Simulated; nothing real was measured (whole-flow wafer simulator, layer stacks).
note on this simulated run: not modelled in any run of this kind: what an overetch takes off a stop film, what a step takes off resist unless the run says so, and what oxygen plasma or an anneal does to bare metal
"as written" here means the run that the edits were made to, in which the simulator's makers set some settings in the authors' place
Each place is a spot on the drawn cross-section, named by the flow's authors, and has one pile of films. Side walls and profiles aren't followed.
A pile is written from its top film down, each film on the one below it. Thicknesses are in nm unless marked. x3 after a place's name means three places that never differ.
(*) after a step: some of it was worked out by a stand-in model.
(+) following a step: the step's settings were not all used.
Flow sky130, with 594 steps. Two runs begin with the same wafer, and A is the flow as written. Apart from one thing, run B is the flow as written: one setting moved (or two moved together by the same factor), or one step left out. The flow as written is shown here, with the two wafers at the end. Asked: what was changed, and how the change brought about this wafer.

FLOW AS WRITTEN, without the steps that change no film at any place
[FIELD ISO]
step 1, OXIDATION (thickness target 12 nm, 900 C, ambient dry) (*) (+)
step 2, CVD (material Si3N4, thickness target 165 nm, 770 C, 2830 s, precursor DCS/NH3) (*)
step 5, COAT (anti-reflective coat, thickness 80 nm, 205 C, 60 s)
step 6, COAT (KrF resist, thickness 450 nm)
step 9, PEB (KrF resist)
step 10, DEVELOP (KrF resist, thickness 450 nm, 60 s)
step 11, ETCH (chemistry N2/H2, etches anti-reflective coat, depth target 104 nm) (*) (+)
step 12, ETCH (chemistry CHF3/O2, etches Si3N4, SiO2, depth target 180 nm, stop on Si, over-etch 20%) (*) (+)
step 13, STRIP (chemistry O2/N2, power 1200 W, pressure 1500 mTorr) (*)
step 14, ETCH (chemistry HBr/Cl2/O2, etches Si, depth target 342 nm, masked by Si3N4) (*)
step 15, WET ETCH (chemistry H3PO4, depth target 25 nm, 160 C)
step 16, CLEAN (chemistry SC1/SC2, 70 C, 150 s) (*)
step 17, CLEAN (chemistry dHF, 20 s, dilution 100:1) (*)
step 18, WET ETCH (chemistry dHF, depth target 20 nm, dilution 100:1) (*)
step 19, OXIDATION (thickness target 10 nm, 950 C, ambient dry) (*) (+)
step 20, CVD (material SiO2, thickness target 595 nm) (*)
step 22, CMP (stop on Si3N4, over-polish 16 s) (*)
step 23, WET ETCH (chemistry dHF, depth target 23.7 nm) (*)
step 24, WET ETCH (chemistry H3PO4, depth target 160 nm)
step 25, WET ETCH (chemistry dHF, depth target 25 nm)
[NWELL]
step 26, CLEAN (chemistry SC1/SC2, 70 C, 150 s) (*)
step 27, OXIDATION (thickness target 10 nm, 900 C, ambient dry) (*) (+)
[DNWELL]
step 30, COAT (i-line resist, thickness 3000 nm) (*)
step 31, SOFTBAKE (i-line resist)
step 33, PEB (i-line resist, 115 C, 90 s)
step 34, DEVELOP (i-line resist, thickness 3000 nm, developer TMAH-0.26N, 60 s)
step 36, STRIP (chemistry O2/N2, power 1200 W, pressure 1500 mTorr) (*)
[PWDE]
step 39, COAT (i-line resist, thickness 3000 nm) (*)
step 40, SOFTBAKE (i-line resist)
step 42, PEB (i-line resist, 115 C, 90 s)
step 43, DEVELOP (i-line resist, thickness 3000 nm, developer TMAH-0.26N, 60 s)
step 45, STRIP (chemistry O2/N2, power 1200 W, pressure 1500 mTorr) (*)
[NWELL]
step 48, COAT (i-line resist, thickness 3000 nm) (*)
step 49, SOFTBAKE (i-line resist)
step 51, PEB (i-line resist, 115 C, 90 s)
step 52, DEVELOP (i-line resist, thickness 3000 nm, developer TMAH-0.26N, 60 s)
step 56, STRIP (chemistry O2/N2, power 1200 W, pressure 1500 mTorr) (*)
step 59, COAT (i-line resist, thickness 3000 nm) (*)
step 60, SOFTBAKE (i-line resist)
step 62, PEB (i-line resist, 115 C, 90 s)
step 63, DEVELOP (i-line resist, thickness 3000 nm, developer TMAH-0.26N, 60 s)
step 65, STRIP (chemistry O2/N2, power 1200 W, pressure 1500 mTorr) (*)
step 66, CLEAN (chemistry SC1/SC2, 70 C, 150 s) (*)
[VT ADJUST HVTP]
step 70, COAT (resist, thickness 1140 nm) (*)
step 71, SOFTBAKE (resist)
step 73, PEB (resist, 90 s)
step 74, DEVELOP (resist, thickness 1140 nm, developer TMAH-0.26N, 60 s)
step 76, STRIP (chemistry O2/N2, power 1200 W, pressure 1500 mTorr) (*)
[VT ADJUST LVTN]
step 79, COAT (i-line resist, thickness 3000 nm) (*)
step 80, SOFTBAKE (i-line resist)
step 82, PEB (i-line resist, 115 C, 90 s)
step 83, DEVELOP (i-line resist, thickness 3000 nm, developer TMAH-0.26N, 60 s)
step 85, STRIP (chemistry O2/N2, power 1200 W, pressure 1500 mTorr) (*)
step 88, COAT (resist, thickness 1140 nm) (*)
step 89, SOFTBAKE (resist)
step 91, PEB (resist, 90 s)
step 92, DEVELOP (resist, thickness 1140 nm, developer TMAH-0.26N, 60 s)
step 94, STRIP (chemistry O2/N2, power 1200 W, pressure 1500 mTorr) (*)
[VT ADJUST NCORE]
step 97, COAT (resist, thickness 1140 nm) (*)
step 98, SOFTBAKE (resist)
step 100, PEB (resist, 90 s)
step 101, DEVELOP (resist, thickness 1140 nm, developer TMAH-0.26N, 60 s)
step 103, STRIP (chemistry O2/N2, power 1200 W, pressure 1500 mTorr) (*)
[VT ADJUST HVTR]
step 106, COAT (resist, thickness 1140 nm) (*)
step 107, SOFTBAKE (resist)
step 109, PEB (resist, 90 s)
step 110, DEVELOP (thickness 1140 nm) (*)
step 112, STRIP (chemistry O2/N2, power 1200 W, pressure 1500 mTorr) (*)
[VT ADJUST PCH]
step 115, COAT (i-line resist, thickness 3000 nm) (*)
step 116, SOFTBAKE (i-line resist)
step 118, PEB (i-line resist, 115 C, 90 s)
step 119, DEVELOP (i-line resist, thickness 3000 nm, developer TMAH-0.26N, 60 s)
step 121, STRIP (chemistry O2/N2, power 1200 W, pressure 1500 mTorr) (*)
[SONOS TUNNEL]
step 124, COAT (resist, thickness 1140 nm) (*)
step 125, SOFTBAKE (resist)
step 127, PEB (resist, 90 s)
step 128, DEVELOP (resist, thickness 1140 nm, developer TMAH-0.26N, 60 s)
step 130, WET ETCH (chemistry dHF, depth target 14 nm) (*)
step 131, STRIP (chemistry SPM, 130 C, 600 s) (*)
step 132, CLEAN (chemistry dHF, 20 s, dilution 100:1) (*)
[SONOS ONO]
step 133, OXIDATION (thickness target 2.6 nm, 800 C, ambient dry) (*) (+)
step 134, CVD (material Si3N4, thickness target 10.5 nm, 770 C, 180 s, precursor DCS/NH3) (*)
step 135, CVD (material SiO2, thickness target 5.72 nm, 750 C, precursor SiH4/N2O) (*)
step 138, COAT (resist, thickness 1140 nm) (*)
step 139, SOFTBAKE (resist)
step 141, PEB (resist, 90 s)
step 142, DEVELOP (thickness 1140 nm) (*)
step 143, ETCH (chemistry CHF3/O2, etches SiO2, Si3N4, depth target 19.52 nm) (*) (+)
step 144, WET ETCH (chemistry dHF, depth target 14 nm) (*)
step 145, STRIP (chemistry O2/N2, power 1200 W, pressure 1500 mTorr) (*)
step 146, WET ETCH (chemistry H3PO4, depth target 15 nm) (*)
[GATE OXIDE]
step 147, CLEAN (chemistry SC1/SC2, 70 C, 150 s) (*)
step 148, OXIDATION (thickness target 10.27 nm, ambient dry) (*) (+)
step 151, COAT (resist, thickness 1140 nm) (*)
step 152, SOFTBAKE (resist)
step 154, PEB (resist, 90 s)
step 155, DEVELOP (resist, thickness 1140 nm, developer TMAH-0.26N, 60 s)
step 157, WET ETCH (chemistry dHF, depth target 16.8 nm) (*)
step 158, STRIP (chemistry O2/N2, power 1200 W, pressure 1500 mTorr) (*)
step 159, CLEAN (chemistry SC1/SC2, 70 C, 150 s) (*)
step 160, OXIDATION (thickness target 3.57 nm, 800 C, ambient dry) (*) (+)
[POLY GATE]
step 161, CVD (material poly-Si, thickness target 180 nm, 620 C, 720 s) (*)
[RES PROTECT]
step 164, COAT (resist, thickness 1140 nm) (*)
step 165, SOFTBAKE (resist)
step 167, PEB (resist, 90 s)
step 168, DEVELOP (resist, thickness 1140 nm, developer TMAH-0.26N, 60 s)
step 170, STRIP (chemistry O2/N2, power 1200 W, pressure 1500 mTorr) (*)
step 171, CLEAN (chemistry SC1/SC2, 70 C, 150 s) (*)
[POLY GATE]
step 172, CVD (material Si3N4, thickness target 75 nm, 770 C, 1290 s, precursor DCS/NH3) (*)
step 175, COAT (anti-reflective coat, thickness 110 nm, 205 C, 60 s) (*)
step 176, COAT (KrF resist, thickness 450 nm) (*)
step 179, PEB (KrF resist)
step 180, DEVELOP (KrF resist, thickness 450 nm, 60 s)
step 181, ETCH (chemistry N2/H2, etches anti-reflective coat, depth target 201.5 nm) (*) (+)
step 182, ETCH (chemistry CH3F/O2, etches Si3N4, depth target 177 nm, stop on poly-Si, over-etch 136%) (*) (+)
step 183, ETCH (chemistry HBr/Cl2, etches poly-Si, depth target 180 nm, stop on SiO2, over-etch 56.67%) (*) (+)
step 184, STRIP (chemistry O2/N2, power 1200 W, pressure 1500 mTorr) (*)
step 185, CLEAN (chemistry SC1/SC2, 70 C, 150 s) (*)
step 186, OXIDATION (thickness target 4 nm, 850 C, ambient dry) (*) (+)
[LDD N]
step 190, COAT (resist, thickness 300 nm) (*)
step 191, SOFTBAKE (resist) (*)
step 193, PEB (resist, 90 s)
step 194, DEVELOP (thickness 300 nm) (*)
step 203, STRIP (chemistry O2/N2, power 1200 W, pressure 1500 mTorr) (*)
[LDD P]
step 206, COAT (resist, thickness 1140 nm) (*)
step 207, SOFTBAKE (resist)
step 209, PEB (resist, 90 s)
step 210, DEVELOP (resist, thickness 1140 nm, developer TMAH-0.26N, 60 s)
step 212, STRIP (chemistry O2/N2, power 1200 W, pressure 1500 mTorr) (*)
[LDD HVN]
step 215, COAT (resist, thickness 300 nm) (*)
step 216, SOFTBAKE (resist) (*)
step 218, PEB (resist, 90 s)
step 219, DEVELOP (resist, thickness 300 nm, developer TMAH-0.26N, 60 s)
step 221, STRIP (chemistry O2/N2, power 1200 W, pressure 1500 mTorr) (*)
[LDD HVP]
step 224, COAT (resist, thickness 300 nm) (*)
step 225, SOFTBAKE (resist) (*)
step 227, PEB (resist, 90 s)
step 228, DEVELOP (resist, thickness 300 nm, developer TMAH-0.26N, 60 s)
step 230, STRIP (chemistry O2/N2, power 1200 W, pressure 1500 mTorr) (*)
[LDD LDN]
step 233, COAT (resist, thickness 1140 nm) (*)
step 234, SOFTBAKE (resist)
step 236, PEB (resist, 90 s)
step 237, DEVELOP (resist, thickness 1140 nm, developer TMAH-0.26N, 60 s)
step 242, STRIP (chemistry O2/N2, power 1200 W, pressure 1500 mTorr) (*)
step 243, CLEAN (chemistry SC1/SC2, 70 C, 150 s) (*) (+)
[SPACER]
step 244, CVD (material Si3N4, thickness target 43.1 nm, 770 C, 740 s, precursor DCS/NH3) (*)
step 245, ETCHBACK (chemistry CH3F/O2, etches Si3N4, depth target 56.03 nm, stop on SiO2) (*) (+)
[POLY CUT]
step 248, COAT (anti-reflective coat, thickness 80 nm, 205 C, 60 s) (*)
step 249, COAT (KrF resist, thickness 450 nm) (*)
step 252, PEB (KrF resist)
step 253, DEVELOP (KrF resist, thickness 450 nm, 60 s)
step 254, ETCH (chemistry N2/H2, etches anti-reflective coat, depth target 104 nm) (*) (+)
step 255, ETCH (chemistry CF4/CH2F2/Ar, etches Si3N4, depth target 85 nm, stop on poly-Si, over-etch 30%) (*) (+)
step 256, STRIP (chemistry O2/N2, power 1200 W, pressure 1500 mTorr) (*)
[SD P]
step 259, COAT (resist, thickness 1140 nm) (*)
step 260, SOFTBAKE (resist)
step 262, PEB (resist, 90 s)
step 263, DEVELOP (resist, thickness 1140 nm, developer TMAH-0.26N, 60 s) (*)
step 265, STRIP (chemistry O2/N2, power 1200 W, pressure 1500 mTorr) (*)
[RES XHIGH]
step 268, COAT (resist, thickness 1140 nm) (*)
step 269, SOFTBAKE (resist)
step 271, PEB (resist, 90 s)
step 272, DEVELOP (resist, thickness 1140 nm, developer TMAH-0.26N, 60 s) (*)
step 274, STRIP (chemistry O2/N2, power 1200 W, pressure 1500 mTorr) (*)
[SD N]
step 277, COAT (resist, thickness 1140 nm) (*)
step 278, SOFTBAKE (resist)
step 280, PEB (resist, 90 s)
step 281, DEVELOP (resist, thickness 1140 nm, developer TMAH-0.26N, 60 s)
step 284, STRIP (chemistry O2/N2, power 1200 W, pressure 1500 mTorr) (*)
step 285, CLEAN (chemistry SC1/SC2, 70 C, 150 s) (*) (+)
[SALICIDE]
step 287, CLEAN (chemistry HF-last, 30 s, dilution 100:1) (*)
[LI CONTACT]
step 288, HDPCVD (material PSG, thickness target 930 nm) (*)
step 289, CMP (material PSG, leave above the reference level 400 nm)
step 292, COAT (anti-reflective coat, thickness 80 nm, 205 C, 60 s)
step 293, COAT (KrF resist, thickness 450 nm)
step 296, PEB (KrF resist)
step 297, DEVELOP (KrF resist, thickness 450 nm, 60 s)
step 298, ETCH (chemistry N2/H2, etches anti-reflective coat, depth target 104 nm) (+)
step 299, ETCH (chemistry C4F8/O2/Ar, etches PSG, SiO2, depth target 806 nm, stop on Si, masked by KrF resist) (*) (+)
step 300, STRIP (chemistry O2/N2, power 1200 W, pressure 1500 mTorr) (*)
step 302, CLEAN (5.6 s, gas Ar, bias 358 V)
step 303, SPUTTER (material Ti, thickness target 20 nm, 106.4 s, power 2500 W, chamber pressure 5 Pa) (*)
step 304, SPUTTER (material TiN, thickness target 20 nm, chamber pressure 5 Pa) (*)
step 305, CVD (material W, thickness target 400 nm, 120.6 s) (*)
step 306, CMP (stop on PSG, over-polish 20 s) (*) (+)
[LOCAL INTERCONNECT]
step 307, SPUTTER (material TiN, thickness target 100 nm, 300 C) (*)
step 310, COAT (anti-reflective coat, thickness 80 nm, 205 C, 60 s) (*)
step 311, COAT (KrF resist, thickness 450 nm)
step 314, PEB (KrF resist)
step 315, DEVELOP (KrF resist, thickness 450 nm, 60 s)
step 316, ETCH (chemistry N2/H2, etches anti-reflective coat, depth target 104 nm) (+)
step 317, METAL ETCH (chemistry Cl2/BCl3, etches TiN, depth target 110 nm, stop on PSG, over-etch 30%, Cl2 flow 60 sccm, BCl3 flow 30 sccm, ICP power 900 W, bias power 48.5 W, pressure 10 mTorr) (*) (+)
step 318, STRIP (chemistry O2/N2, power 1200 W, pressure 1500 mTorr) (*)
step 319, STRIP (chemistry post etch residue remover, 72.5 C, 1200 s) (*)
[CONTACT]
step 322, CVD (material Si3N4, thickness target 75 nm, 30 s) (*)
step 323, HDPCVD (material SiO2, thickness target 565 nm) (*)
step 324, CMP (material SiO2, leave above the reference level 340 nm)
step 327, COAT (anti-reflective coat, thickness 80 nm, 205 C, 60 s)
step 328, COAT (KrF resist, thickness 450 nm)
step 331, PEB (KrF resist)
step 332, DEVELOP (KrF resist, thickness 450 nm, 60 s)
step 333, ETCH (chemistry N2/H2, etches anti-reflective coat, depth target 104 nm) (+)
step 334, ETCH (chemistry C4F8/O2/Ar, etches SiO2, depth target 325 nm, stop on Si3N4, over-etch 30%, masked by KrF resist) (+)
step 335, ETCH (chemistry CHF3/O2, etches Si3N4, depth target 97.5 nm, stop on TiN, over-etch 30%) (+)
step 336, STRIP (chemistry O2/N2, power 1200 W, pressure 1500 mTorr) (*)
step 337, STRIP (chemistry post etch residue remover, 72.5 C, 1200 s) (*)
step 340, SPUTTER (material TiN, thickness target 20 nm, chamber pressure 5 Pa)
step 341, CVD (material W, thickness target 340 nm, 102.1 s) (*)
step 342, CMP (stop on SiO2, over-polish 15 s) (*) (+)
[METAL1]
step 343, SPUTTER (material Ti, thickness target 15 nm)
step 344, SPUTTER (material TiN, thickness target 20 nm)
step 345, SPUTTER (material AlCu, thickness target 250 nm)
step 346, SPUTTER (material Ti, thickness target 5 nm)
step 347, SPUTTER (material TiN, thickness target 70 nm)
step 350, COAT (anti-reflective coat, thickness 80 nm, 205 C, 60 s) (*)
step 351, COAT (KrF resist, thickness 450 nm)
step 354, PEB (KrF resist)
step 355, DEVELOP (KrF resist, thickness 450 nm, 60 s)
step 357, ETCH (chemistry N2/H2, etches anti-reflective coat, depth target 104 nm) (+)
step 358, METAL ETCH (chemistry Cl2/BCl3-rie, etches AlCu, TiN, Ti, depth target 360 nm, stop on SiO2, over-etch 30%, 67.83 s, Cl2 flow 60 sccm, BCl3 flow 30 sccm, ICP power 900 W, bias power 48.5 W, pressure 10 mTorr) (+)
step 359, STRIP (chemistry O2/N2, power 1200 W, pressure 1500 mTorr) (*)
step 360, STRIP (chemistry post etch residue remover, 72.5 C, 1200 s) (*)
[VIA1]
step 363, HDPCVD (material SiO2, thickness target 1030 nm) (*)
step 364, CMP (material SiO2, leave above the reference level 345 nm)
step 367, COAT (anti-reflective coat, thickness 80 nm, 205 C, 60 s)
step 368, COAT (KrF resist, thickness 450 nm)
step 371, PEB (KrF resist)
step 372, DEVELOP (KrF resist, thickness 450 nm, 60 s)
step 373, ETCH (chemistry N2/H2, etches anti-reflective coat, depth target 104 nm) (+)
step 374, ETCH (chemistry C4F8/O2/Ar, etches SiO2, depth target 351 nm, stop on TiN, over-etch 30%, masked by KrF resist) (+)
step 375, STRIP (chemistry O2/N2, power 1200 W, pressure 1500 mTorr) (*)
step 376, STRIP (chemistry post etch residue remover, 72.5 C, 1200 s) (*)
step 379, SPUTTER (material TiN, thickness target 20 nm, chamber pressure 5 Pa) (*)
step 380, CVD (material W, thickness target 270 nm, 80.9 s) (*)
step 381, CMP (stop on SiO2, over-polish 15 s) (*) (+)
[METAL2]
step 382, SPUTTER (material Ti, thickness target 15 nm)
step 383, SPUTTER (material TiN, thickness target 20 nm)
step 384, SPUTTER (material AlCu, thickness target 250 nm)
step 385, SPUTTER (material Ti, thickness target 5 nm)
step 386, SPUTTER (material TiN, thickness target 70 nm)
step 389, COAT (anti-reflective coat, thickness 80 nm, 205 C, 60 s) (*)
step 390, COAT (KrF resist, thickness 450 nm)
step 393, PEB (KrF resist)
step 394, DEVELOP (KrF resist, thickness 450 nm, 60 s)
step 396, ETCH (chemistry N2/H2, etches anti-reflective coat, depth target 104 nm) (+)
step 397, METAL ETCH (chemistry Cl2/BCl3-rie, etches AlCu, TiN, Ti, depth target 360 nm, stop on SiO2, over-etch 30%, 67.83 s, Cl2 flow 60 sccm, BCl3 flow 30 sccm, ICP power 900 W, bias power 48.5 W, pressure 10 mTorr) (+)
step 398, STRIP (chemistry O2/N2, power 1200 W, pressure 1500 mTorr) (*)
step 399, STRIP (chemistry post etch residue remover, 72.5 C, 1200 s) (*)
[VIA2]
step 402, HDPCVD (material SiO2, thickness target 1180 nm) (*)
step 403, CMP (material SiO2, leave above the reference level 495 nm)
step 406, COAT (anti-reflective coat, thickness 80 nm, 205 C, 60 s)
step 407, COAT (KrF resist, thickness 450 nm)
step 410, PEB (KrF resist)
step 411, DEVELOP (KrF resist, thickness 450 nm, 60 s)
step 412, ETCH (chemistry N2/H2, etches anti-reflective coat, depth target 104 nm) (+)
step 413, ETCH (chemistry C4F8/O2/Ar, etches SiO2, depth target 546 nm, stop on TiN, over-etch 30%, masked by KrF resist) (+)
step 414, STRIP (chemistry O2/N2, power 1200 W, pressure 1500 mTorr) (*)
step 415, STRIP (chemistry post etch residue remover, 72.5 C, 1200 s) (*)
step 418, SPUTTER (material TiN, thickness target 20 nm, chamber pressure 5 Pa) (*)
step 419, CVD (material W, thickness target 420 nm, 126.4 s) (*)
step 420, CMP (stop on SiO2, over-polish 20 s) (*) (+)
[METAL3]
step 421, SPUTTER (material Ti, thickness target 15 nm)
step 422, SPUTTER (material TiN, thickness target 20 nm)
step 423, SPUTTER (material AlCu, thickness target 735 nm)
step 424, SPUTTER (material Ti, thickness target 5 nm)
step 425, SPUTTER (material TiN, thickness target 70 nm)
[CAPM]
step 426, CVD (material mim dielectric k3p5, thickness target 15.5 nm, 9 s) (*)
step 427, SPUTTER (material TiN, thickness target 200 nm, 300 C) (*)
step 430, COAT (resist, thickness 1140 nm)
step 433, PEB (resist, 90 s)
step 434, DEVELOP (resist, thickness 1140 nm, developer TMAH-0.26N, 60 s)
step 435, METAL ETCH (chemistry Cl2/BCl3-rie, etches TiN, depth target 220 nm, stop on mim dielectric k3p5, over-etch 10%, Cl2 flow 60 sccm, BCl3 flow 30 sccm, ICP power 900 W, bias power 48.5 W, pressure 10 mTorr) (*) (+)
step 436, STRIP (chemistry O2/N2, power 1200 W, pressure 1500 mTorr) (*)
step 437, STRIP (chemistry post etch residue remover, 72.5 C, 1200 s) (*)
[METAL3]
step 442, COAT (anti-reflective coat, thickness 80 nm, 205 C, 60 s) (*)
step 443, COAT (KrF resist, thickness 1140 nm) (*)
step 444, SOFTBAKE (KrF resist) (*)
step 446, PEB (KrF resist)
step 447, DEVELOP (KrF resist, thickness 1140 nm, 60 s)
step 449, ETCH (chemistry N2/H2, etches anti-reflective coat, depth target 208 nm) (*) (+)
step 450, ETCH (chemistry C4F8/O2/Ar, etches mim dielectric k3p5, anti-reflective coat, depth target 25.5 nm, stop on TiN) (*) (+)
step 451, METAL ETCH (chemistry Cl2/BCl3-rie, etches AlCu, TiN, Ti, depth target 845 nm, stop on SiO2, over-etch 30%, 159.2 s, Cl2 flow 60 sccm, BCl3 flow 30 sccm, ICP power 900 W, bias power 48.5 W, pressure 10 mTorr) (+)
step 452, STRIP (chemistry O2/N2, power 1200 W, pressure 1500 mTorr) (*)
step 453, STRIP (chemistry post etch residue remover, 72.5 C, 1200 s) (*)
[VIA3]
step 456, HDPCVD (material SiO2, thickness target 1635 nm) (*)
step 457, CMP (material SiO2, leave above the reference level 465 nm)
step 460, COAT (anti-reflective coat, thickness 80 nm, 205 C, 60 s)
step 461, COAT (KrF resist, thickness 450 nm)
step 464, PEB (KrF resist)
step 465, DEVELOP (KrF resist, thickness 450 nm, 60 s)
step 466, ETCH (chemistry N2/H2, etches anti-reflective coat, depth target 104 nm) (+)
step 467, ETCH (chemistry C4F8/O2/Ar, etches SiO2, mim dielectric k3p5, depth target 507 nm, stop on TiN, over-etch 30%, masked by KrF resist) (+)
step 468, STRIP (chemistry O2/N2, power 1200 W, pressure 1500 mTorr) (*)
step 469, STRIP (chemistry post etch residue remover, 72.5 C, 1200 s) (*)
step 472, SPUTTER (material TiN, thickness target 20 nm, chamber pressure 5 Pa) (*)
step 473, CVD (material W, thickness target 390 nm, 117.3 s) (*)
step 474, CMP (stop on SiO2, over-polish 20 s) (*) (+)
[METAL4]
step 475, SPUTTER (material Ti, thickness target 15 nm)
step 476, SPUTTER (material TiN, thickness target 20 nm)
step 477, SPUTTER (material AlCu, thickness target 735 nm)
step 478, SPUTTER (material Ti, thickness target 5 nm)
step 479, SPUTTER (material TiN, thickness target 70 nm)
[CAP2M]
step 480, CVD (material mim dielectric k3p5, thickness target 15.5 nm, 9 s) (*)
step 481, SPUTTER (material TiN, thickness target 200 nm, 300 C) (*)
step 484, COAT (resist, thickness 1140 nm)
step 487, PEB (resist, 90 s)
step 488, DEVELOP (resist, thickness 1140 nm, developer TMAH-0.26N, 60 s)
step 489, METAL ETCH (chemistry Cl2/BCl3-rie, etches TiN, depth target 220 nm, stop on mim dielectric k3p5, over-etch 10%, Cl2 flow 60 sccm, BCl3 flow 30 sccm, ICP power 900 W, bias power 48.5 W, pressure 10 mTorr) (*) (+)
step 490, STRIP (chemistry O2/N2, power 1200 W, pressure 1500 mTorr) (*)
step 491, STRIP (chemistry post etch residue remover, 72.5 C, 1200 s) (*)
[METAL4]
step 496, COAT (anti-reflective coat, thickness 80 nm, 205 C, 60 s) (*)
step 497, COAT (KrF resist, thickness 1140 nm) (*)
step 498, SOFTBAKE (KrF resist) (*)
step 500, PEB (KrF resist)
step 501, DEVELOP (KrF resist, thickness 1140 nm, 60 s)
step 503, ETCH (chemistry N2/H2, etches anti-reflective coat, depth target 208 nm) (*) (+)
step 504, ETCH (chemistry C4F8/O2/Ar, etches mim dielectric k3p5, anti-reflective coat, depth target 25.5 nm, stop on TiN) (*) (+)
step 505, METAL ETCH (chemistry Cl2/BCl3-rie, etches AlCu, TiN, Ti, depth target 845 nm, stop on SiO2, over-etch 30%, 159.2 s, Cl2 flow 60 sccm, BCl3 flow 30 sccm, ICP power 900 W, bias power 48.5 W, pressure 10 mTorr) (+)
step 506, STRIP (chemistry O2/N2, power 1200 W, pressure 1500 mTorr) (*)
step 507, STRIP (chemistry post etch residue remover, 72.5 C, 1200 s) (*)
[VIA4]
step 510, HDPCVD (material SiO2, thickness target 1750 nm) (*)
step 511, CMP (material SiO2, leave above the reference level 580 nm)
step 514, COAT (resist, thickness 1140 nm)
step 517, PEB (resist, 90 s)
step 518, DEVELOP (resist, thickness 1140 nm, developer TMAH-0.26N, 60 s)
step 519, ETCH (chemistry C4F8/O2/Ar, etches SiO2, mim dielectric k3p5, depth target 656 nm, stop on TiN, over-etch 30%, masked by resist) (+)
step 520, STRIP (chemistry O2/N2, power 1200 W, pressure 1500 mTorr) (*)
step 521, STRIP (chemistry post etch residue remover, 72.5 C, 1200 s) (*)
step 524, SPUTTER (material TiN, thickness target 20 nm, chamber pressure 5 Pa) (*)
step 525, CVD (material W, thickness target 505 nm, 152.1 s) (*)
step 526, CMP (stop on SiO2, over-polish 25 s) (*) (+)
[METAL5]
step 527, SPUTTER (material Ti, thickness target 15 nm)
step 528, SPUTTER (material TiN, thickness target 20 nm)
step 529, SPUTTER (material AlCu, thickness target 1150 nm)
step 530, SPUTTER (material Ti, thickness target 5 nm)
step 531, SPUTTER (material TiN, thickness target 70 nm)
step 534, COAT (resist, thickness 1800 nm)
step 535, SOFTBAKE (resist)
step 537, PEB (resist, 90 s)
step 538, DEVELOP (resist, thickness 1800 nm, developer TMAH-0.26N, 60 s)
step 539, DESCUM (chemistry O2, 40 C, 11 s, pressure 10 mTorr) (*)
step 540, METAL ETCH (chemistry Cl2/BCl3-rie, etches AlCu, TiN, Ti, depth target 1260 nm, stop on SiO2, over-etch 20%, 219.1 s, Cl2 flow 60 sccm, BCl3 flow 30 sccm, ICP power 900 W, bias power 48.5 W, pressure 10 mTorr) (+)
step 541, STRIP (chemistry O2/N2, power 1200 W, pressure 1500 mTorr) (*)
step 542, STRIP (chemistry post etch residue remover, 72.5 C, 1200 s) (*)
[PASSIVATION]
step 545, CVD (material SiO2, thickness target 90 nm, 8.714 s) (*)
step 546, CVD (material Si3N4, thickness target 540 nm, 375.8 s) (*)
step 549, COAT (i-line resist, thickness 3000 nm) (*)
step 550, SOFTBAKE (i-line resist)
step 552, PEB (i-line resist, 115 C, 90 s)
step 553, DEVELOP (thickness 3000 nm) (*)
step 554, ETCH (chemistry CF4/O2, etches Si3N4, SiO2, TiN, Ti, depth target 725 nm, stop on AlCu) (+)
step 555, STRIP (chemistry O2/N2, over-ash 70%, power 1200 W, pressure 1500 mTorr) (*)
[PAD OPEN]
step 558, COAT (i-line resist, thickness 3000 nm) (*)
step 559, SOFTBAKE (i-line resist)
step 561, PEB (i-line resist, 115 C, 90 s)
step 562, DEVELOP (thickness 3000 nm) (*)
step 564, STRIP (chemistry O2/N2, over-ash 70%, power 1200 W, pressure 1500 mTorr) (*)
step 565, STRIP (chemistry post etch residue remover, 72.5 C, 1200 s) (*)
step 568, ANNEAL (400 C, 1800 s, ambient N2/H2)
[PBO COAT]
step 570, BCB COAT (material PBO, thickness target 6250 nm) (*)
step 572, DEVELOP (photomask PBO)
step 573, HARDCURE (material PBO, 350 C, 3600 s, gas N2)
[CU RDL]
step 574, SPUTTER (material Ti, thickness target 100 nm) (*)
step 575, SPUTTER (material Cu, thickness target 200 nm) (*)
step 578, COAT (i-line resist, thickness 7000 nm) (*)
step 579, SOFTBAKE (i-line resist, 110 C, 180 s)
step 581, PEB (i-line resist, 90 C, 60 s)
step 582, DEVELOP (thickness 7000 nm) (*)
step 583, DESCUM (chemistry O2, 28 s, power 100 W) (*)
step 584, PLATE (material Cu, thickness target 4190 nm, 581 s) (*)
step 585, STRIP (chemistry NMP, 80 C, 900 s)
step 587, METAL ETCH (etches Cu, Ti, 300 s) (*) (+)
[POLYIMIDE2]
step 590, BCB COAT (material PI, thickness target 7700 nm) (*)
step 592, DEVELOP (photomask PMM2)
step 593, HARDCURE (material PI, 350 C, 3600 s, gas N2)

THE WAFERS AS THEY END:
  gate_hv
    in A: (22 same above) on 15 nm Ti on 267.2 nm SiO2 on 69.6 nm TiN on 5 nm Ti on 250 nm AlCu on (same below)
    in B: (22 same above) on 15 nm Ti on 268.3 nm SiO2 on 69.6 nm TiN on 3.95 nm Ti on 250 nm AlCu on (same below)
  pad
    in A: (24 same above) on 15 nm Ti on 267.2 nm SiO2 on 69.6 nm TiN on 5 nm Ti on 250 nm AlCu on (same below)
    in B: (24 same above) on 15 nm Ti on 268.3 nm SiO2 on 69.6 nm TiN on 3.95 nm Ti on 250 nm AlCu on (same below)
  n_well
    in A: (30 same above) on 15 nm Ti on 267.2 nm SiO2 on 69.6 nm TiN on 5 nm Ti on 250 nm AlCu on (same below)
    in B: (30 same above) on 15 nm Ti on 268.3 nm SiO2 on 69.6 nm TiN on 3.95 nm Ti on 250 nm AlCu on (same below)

Cause: step 346, SPUTTER: thickness target 3.95 nm was run, while the flow as written has thickness target 5 nm.
The wafer itself shows it: gate_hv has Ti 3.95, and step 346 as written asks for 5 nm.

How this came from the change, step by step:
  step 346, SPUTTER (material Ti, thickness target 5 nm)
      field, active, n_well and 188 more: A +5 Ti (new film) | B +3.95 Ti (new film)
  step 358, METAL ETCH (chemistry Cl2/BCl3-rie, etches AlCu, TiN, Ti, depth target 360 nm, stop on SiO2, over-etch 30%, 67.83 s, Cl2 flow 60 sccm, BCl3 flow 30 sccm, ICP power 900 W, bias power 48.5 W, pressure 10 mTorr) (+)
      field, active, gate and 81 more: A -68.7 TiN (all of it), -5 Ti (all of it), -250 AlCu (all of it), -20 TiN (all of it), -15 Ti (all of it), -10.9 SiO2 | B -68.7 TiN (all of it), -3.95 Ti (all of it), -250 AlCu (all of it), -20 TiN (all of it), -15 Ti (all of it), -11 SiO2
